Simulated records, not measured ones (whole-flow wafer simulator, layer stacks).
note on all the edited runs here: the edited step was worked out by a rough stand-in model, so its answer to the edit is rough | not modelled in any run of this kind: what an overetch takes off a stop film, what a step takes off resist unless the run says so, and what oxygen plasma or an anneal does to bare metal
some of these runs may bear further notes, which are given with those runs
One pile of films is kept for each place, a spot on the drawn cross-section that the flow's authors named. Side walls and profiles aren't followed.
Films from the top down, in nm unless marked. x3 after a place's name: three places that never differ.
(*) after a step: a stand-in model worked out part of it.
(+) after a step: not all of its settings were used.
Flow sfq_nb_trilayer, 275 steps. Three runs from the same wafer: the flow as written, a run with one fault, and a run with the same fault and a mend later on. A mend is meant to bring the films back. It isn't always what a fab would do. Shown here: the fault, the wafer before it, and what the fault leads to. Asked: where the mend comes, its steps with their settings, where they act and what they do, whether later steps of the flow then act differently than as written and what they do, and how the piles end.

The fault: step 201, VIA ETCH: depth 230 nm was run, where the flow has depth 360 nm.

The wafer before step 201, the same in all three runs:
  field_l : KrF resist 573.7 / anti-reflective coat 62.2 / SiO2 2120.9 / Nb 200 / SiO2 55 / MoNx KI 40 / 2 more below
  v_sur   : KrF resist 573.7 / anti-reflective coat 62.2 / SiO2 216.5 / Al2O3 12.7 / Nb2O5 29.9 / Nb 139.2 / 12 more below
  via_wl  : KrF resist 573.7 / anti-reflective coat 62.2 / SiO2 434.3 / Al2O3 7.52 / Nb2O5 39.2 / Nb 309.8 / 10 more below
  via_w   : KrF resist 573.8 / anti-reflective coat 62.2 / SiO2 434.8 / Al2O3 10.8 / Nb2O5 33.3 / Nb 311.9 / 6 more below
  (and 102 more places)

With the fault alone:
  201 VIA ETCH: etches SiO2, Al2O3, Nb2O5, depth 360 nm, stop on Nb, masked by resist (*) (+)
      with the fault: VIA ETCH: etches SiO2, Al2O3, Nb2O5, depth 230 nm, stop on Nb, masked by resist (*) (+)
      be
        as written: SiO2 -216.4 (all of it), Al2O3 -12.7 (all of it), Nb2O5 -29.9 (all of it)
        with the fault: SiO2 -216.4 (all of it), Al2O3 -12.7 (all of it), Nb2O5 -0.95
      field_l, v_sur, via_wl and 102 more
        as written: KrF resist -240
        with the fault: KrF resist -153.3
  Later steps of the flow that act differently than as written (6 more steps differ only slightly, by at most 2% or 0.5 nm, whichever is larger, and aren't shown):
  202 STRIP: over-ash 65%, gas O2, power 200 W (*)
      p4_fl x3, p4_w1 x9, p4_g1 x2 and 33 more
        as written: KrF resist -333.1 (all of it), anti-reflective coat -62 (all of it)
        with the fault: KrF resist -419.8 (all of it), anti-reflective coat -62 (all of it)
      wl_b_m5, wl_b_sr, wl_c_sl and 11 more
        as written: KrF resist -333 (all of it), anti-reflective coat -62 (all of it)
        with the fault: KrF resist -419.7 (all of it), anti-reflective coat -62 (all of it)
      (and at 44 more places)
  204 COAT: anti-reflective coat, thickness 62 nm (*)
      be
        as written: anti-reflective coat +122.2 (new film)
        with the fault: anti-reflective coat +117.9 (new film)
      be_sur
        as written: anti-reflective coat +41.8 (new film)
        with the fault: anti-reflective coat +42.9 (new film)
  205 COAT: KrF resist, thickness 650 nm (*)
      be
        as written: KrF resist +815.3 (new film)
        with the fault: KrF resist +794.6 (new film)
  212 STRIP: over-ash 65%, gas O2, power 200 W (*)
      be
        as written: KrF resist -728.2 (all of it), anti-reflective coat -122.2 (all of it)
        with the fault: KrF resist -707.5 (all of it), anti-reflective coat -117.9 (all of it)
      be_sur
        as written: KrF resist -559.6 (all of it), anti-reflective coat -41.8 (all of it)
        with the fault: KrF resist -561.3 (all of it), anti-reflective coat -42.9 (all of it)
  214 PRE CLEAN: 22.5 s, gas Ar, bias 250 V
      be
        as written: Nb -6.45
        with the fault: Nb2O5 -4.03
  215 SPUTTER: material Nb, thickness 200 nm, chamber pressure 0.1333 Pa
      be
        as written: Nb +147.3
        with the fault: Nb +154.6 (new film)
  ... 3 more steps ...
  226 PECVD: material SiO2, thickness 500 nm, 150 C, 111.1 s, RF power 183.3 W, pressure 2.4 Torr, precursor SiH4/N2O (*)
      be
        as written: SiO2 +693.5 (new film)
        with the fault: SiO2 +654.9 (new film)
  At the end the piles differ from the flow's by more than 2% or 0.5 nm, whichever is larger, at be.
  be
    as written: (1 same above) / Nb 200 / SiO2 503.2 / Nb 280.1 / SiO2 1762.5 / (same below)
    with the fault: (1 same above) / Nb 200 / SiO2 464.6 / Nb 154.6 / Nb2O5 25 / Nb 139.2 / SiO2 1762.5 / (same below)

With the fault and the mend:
  The mend comes after step 202.
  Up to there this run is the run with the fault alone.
  202a COAT: anti-reflective coat, thickness 62 nm (*) (the flow's step 194 once more)
      lsp_r, l0_sur, l0v and 64 more
        anti-reflective coat +62 (new film)
      wl_a_sl, wl_a_m6, wl_a_sr, wl_g_sr
        anti-reflective coat +61.9 (new film)
      v_sur, via_wl
        anti-reflective coat +61.7 (new film)
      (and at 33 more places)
  202b COAT: KrF resist, thickness 650 nm (*) (the flow's step 195 once more)
      p4_fl x3, p4_w1 x9, p4_g1 x2 and 33 more
        KrF resist +650 (new film)
      wl_b_m5, wl_b_sr, wl_c_sl and 12 more
        KrF resist +649.9 (new film)
      r5r_line_l, r5r_line_c, r5r_line_r
        KrF resist +634.3 (new film)
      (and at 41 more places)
  202c SOFTBAKE: KrF resist (the flow's step 196 once more)
      changes no film at any place that is followed
  202d EXPOSE: photomask I5, dose 12.41 mJ/cm2, NA 0.6, wavelength 248 nm (*) (the flow's step 197 once more)
      changes no film at any place that is followed
  202e PEB: KrF resist, 90 s (the flow's step 198 once more)
      field_l, v_sur, via_wl and 81 more
        KrF resist -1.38
      via_w, via_wr, via_sp, be_sur
        KrF resist -1.37
      ce_l, moat, field_r, wl_jj
        KrF resist -1.39
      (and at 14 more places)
  202f DEVELOP: KrF resist, thickness 650 nm, 60 s (the flow's step 199 once more)
      field_l, v_sur, via_wl and 102 more
        KrF resist -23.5
      be
        KrF resist -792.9 (all of it)
  202g VIA ETCH: etches anti-reflective coat, depth 125 nm, masked by resist (*) (+) (the flow's step 200 once more)
      field_l, v_sur, via_wl and 102 more
        KrF resist -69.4
      be
        anti-reflective coat -117.9 (all of it)
  202h VIA ETCH: etches SiO2, Al2O3, Nb2O5, depth 130 nm, stop on Nb, masked by resist (*) (+) (the flow's step 201 once more, with other settings)
      field_l, v_sur, via_wl and 102 more
        KrF resist -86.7
      be
        Nb2O5 -29 (all of it)
  202i STRIP: over-ash 65%, gas O2, power 200 W (*) (the flow's step 202 once more)
      p4_fl x3, p4_w1 x9, p4_g1 x2 and 33 more
        KrF resist -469 (all of it), anti-reflective coat -62 (all of it)
      wl_b_sr, wl_c_sl, wl_c_m6 and 10 more
        KrF resist -468.9 (all of it), anti-reflective coat -62 (all of it)
      wl_b_sl, wl_b_m5, wl_g_sl, wl_g_m5
        KrF resist -468.8 (all of it), anti-reflective coat -62 (all of it)
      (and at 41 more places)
  No later step of the flow acts differently than as written at any place that is followed.
  At the end the piles are the same as the flow's at every place that both follow.
